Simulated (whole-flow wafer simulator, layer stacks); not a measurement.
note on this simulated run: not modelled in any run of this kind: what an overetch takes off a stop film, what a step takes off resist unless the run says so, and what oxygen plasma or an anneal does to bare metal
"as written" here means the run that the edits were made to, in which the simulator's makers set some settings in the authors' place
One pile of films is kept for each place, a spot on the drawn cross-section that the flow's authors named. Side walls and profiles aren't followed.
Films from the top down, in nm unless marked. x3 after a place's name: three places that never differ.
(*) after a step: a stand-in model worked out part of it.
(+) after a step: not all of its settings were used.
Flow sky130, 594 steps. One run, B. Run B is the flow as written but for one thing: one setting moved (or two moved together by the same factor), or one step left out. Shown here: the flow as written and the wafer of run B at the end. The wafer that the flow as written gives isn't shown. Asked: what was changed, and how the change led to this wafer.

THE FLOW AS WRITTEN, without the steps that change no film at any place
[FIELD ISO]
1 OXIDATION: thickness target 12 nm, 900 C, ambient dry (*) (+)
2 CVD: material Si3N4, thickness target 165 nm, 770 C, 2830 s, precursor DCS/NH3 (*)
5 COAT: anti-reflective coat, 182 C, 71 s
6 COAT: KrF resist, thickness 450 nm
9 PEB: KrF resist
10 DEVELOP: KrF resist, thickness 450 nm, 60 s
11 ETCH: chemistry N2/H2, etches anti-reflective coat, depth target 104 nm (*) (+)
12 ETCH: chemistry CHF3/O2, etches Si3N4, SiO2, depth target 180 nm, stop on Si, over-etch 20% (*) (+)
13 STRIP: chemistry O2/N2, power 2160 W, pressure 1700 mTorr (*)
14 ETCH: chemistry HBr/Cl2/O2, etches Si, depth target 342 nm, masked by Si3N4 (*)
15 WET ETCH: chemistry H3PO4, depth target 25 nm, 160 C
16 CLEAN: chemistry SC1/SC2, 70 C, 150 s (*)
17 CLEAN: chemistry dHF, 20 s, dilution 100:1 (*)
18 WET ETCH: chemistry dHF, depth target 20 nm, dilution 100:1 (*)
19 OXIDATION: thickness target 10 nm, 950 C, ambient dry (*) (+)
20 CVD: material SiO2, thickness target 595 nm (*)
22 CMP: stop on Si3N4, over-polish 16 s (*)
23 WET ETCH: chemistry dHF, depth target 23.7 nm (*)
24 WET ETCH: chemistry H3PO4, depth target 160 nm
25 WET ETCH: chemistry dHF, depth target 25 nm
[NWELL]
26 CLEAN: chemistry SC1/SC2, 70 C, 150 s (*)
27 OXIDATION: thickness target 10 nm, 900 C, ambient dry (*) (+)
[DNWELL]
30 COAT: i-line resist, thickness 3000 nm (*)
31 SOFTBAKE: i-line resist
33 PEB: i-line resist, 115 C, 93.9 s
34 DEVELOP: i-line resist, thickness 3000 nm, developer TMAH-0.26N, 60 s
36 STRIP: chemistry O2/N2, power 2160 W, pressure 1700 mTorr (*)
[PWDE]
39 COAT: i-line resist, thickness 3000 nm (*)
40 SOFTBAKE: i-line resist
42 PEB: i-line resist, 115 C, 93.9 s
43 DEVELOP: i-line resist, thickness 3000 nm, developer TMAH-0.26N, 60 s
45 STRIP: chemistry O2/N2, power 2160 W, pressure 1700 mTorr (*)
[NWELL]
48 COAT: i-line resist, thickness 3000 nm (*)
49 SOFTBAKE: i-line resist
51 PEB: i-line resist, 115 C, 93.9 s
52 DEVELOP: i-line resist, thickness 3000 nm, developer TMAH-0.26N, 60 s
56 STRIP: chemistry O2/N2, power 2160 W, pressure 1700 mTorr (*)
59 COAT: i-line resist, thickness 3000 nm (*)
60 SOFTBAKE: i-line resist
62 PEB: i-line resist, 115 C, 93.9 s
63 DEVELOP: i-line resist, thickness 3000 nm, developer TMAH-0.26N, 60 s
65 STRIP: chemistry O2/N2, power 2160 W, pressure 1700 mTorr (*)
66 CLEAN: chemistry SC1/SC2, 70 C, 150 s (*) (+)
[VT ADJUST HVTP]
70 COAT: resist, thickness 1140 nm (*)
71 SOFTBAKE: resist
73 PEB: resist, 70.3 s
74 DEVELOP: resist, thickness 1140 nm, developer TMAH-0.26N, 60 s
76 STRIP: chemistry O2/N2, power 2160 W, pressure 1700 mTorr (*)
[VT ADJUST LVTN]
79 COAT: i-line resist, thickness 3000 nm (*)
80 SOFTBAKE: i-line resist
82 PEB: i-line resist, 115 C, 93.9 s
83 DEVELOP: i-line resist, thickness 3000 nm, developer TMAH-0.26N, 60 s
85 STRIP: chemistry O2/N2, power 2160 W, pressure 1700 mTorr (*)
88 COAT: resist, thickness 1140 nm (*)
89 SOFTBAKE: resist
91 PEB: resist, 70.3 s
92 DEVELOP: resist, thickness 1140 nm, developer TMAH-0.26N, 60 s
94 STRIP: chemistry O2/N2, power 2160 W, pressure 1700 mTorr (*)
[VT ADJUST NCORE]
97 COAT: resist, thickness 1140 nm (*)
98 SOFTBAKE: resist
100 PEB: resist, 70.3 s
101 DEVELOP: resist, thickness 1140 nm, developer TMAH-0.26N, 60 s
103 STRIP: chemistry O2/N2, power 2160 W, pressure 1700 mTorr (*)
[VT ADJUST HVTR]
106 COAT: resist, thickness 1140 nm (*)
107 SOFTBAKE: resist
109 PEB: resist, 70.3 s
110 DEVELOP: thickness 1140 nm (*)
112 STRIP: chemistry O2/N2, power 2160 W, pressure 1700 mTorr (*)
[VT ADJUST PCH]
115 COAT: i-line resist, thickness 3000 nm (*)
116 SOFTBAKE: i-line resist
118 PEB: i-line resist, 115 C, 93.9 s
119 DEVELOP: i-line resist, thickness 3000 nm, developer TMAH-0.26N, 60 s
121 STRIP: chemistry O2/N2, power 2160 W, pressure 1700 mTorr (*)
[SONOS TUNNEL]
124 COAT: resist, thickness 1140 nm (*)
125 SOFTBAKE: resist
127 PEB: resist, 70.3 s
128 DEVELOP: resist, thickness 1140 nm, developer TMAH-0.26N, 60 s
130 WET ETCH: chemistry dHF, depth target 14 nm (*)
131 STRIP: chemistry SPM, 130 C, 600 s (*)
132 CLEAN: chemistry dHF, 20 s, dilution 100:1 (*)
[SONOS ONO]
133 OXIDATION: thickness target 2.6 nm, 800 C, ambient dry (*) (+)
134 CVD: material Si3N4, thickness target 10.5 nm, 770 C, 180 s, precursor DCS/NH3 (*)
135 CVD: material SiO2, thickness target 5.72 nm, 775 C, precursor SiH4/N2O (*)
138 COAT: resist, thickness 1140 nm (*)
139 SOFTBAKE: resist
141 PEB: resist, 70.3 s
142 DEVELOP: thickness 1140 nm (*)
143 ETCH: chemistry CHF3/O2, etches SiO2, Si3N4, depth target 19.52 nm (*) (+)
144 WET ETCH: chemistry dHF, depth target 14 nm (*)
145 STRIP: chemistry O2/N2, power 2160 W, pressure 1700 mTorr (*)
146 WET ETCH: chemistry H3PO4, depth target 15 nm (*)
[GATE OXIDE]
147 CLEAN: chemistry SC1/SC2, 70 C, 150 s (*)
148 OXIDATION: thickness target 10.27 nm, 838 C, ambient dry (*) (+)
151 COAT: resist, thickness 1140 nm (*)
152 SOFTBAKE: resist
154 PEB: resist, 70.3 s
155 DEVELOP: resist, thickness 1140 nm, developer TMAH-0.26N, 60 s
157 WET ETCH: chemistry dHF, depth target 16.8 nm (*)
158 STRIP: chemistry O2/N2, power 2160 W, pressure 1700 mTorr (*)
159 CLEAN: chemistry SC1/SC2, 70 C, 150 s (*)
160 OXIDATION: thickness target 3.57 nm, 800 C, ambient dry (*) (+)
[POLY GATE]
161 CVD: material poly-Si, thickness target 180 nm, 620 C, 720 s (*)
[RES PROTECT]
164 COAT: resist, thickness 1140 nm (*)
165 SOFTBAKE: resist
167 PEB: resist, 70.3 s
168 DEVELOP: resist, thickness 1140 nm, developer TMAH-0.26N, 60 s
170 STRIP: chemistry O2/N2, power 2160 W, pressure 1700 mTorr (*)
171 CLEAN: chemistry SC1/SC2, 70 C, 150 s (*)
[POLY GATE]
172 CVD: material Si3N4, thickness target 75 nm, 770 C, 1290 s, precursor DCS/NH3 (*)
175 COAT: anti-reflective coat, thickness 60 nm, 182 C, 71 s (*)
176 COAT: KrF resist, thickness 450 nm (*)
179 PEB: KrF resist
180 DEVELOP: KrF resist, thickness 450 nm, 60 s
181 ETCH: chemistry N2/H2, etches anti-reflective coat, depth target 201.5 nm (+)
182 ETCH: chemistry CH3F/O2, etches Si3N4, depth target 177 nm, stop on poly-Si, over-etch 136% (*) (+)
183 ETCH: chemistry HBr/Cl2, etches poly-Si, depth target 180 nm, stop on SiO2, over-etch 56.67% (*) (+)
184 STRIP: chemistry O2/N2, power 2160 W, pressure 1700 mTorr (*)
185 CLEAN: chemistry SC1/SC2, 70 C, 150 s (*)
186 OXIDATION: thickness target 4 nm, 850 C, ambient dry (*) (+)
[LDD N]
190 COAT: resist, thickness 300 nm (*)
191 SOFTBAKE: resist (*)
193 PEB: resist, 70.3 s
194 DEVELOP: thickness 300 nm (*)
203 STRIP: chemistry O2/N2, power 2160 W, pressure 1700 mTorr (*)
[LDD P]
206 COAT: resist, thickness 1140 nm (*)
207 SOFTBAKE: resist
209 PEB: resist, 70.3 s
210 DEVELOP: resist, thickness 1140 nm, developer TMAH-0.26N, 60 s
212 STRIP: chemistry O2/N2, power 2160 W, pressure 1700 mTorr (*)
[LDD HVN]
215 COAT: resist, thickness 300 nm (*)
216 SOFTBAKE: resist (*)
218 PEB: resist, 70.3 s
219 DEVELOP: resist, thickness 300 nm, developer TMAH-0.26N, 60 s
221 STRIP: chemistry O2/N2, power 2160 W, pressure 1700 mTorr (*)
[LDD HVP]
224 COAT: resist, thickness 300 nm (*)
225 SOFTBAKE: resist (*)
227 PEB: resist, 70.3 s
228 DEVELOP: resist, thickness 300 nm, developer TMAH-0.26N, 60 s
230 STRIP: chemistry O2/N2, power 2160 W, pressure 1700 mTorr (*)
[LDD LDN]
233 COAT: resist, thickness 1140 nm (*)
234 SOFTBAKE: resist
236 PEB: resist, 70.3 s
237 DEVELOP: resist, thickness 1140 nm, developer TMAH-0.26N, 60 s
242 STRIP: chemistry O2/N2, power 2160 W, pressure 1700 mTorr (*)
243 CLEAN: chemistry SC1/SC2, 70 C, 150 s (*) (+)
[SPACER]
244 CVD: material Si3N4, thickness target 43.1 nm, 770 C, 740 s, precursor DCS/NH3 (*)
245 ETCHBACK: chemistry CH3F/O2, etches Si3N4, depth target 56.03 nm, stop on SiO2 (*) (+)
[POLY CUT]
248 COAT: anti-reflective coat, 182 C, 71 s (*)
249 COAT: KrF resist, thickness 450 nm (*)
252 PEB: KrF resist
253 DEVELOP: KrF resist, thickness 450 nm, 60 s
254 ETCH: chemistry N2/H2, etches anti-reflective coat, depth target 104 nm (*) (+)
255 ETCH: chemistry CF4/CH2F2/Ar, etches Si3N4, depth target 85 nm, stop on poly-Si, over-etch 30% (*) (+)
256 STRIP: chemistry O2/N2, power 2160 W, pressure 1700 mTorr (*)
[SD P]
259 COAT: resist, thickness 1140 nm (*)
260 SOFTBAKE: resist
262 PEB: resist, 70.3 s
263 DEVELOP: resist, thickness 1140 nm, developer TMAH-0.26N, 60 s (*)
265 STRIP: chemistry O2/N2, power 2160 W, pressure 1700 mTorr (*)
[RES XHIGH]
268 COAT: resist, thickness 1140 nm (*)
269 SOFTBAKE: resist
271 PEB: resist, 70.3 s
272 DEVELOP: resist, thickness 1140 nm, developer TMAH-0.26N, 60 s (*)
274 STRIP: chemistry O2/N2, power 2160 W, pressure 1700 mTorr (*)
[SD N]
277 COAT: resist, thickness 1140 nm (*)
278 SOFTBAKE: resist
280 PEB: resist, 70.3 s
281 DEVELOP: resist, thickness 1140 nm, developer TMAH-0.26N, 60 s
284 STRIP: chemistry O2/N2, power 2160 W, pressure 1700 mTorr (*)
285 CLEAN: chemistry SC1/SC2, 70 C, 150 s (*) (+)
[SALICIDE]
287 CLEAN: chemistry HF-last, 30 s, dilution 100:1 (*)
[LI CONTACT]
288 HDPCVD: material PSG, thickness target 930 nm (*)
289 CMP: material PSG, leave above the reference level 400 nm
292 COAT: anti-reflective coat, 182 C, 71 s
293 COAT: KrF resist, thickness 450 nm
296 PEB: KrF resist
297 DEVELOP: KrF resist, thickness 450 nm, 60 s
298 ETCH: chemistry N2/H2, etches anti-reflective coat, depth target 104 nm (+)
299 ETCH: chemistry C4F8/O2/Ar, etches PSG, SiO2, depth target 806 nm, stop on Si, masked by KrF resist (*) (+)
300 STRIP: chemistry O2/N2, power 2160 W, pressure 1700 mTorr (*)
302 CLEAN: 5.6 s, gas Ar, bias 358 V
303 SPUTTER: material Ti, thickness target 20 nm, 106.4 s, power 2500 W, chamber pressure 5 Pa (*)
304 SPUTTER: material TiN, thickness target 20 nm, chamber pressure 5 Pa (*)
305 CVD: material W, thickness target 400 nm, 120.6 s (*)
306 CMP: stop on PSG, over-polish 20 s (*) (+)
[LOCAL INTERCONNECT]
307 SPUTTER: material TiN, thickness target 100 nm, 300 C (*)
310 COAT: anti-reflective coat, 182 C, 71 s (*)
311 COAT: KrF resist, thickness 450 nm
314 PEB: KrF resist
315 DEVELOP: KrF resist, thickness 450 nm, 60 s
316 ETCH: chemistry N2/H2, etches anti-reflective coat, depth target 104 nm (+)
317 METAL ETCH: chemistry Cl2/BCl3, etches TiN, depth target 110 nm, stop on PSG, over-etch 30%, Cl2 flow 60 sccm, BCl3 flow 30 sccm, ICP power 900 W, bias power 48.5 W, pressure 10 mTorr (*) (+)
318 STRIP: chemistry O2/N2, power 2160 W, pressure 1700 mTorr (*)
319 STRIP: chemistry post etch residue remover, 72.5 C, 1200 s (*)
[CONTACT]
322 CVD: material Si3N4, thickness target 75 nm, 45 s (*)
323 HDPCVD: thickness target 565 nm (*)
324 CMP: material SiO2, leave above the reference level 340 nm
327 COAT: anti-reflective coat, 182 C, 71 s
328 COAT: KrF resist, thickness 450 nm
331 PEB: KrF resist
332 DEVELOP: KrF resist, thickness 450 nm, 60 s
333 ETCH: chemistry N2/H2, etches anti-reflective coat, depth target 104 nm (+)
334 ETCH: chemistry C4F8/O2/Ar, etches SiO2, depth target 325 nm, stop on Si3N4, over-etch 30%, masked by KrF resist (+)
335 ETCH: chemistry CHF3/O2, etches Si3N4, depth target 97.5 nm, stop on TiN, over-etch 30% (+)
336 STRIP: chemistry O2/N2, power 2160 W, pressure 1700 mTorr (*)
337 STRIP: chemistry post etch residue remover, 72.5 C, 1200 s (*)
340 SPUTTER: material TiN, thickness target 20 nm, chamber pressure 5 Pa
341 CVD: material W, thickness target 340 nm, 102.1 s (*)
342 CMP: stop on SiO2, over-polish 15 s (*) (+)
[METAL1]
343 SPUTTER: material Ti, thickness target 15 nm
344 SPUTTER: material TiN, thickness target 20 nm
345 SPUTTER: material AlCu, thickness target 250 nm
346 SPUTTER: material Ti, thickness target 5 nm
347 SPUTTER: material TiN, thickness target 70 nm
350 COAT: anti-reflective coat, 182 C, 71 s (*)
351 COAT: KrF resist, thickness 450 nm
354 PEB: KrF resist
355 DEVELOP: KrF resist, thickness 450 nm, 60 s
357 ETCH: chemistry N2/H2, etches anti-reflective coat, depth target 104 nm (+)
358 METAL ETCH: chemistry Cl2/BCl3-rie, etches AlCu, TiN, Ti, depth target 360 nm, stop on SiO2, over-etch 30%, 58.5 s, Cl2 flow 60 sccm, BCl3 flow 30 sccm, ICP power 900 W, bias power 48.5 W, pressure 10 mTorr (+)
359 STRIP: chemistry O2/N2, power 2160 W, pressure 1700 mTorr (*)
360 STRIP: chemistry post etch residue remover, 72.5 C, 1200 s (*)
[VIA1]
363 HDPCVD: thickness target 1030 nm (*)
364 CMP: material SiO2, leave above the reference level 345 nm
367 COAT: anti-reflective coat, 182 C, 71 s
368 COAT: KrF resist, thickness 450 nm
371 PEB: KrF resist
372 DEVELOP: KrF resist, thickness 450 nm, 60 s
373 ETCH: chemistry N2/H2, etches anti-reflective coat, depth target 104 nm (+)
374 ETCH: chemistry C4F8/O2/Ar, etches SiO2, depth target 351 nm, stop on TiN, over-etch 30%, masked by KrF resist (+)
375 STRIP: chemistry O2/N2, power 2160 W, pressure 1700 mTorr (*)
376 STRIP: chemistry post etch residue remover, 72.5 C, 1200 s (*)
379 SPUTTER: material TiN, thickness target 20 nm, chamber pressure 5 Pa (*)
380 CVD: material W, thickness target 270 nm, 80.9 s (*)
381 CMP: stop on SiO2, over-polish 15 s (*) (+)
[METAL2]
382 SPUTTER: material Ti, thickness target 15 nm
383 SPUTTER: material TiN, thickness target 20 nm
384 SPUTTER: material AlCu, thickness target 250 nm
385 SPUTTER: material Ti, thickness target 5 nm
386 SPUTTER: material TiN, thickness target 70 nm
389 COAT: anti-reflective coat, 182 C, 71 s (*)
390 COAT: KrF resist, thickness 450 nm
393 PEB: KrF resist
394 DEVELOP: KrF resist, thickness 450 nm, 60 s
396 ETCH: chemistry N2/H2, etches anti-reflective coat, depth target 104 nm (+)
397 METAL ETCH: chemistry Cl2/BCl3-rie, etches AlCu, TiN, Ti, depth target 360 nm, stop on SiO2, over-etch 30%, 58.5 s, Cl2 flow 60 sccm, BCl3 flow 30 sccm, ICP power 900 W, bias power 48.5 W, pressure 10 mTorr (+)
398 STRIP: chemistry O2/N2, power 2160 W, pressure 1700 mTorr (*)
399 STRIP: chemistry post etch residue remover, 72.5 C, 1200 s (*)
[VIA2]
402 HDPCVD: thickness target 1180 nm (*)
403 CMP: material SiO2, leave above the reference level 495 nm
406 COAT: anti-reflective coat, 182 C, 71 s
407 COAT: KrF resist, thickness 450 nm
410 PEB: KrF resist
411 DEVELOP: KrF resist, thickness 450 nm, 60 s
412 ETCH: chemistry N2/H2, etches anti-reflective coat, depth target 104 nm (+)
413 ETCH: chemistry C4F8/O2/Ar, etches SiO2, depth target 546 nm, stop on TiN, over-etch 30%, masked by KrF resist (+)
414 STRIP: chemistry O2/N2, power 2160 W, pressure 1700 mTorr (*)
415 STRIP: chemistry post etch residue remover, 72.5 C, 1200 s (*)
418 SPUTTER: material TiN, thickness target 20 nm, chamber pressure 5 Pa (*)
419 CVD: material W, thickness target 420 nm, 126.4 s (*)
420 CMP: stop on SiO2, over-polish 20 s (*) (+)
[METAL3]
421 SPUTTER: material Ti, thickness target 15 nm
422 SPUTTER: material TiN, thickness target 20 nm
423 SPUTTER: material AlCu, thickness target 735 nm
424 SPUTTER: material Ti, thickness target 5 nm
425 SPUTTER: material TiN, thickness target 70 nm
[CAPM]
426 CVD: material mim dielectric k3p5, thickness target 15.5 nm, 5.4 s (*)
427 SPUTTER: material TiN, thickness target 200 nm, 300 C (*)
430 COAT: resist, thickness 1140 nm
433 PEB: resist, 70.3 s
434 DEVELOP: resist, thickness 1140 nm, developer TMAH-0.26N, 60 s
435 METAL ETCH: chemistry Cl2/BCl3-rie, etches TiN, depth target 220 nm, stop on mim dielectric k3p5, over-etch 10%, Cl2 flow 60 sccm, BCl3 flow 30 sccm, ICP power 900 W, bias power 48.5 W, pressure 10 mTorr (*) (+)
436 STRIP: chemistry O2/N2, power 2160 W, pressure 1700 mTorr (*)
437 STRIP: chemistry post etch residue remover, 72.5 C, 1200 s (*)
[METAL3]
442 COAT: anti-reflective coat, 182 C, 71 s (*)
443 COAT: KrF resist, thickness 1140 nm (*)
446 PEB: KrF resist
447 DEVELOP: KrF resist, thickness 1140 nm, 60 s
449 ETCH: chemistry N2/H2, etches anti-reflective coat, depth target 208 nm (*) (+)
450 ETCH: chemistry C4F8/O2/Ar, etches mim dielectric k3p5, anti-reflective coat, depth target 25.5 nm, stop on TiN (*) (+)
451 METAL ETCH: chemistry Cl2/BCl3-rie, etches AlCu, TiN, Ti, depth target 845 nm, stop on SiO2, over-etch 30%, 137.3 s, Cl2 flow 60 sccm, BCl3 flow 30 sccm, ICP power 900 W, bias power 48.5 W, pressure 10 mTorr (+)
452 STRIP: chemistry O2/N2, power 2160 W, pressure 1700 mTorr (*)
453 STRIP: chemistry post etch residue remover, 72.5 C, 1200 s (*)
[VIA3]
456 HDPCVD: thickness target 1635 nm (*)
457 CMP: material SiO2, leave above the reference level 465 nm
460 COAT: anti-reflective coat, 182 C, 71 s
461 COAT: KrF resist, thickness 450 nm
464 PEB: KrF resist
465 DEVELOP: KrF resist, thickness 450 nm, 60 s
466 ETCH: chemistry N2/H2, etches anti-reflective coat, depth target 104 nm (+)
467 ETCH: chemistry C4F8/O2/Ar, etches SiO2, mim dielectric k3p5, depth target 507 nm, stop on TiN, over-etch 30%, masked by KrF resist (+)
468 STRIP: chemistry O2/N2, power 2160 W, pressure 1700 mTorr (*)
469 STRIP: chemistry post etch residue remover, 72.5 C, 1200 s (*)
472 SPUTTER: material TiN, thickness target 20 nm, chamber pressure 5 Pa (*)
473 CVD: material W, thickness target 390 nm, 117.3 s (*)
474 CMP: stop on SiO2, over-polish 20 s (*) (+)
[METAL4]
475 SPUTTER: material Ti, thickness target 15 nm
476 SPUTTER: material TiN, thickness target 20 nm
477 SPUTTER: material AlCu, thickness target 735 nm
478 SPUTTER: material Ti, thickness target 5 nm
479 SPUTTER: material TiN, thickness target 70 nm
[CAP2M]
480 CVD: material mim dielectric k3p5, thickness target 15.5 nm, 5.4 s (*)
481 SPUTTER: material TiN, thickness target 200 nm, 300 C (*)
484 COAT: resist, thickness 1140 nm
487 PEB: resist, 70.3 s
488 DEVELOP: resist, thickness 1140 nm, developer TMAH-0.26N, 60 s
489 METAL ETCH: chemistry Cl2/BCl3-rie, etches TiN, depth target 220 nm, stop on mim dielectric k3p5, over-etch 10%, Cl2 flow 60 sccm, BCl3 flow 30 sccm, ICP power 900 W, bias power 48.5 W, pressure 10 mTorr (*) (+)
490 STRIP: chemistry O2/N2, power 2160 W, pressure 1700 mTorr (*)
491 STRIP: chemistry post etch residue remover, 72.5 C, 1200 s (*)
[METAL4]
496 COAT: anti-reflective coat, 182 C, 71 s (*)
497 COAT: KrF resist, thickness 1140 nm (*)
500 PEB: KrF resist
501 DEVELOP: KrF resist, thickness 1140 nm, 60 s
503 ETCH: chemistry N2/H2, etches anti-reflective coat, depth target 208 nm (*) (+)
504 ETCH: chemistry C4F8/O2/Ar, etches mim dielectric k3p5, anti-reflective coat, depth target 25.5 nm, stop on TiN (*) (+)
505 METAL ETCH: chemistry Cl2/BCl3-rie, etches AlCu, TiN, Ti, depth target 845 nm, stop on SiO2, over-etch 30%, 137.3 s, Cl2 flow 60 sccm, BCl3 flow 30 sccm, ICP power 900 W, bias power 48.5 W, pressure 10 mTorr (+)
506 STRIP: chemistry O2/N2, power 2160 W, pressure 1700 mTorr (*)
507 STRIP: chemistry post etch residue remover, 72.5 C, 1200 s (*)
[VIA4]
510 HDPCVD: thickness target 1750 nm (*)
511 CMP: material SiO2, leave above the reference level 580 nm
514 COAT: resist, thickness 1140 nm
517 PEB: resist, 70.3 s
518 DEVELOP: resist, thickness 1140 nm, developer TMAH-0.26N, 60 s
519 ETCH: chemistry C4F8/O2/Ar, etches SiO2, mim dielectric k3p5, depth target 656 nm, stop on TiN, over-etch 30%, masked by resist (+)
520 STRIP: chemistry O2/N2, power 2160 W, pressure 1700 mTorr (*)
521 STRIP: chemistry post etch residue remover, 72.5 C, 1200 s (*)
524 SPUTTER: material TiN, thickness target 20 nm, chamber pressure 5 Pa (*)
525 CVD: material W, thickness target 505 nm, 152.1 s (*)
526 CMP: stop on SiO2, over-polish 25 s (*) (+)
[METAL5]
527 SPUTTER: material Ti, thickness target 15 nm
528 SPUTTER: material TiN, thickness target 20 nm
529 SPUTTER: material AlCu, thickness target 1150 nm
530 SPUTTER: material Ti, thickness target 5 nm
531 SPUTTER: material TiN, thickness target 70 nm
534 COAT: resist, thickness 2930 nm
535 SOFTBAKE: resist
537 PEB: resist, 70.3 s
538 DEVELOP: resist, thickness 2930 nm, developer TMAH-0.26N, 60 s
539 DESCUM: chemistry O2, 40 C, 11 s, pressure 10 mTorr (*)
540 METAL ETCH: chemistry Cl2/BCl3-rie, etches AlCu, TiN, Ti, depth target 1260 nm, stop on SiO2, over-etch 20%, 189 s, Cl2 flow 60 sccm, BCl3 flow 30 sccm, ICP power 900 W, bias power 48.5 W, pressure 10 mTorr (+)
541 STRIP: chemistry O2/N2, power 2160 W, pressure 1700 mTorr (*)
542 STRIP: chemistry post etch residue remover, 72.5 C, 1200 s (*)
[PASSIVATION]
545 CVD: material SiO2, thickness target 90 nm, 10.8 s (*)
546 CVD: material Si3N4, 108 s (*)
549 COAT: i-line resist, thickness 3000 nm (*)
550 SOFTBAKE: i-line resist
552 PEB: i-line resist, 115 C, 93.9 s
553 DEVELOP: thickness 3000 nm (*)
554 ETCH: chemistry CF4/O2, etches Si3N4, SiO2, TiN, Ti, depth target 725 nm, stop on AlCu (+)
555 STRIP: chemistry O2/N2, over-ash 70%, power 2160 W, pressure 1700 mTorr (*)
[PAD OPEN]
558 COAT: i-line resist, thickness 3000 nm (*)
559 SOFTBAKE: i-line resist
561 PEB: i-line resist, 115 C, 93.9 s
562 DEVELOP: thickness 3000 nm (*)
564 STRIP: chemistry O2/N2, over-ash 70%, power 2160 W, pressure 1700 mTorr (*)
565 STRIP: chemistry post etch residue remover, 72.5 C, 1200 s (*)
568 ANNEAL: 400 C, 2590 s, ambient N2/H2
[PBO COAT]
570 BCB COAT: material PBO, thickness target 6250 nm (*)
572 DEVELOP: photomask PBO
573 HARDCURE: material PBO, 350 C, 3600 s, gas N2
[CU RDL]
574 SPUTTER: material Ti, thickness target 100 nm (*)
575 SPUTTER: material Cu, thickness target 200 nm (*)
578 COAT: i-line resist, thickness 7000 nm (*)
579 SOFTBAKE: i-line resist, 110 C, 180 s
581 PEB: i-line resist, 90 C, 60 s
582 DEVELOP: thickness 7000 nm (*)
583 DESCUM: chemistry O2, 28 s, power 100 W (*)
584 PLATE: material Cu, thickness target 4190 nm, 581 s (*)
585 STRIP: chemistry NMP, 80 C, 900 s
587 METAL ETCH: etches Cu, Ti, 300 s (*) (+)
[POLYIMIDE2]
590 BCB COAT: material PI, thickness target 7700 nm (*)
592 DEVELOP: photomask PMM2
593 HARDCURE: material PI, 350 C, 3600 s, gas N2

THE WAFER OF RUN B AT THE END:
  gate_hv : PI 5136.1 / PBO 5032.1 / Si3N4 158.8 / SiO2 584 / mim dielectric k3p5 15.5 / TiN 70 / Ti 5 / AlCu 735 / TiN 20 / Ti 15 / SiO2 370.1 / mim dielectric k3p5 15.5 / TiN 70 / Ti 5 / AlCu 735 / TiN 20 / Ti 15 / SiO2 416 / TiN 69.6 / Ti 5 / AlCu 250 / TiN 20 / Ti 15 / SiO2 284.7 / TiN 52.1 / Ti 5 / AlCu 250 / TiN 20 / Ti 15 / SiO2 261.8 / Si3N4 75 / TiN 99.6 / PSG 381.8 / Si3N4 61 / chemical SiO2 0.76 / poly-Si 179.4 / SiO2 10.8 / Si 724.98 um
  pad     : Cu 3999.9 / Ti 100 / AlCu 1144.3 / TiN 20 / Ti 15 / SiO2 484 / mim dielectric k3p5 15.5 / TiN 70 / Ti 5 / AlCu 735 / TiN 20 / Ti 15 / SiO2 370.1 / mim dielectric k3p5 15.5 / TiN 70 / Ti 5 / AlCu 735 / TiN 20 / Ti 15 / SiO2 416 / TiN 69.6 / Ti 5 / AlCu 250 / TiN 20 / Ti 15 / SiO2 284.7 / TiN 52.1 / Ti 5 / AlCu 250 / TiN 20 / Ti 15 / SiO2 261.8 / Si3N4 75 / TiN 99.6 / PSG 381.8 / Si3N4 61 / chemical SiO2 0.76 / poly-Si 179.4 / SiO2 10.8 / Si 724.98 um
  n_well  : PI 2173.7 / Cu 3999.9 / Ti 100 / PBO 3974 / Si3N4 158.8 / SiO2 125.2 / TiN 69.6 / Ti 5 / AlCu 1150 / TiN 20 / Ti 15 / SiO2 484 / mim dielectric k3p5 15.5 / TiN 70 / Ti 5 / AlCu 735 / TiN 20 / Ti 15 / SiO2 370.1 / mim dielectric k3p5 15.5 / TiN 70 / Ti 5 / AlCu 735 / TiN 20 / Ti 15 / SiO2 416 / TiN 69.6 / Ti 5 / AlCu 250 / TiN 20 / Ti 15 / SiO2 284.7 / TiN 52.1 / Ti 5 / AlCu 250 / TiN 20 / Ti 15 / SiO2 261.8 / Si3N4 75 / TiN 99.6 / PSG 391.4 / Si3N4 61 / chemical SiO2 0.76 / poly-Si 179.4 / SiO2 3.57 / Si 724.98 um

The cause: step 347, SPUTTER: thickness target 52.5 nm was run, where the flow has thickness target 70 nm.

How the change led to this, step by step:
  347 SPUTTER: material TiN, thickness target 70 nm
      field, active, n_well and 188 more: TiN +52.5 (new film) (as written it would be: TiN +70 (new film))
  358 METAL ETCH: chemistry Cl2/BCl3-rie, etches AlCu, TiN, Ti, depth target 360 nm, stop on SiO2, over-etch 30%, 58.5 s, Cl2 flow 60 sccm, BCl3 flow 30 sccm, ICP power 900 W, bias power 48.5 W, pressure 10 mTorr (+)
      field, active, gate and 81 more: TiN -51.2 (all of it), Ti -5 (all of it), AlCu -250 (all of it), TiN -20 (all of it), Ti -15 (all of it), SiO2 -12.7 (as written it would be: TiN -68.7 (all of it), Ti -5 (all of it), AlCu -250 (all of it), TiN -20 (all of it), Ti -15 (all of it), SiO2 -10.9)
  364 CMP: material SiO2, leave above the reference level 345 nm
      n_well, p_well, gate_hv and 100 more: SiO2 -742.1 (as written it would be: SiO2 -759.6)
      poly_licon, ndiff_licon, ndiff_licon_cpp, rpo_hd_licon: SiO2 -741.5 (as written it would be: SiO2 -759)
  374 ETCH: chemistry C4F8/O2/Ar, etches SiO2, depth target 351 nm, stop on TiN, over-etch 30%, masked by KrF resist (+)
      m1, via1_hole: SiO2 -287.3 (all of it) (as written it would be: SiO2 -269.8 (all of it))
  380 CVD: material W, thickness target 270 nm, 80.9 s (*)
      m1, via1_hole: W +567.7 (new film) (as written it would be: W +549.9 (new film))
